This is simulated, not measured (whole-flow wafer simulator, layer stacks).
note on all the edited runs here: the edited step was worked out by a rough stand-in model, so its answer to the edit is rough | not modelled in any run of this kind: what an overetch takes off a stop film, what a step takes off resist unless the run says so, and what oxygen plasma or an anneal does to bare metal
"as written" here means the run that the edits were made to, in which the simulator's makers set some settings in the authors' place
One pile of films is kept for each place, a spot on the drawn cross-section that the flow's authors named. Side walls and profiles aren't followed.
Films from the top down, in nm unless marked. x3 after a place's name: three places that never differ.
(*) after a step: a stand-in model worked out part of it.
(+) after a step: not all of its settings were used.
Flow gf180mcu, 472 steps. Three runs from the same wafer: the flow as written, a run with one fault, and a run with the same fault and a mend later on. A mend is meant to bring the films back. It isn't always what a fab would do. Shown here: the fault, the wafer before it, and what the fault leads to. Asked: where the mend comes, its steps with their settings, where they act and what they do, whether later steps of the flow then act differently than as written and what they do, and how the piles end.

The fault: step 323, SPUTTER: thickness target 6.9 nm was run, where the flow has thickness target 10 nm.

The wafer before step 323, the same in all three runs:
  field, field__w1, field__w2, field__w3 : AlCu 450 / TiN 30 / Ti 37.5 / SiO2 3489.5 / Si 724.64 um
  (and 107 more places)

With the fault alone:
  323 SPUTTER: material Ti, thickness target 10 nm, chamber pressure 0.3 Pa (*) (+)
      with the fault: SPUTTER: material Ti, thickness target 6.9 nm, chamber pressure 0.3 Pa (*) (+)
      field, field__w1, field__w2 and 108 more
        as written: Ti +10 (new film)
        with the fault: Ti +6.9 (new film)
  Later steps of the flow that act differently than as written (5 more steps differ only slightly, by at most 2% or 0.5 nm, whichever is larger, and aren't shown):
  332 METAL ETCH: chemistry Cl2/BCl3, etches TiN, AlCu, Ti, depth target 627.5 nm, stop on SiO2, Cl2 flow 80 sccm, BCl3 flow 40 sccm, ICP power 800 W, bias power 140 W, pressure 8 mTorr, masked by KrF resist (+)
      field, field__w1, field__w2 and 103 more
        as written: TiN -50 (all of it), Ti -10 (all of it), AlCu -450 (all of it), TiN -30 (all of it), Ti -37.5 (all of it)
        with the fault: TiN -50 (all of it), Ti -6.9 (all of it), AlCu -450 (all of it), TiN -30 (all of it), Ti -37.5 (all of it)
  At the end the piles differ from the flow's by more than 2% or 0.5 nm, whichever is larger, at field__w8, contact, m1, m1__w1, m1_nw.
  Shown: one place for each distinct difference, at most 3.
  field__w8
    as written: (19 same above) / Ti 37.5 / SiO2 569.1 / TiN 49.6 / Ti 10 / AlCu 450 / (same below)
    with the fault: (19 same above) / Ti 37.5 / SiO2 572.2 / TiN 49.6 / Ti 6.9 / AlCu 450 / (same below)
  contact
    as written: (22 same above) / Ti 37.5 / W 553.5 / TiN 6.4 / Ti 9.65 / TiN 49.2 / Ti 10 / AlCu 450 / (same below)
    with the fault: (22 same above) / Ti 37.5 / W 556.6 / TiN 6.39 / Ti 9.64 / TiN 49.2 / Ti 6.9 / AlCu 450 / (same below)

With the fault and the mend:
  The mend comes after step 323.
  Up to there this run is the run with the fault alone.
  323a SPUTTER: material Ti, thickness target 3.1 nm, chamber pressure 0.3 Pa (*) (+) (the flow's step 323 once more, with other settings)
      field, field__w1, field__w2 and 108 more
        Ti +3.1
  No later step of the flow acts differently than as written at any place that is followed.
  At the end the piles are the same as the flow's at every place that both follow.
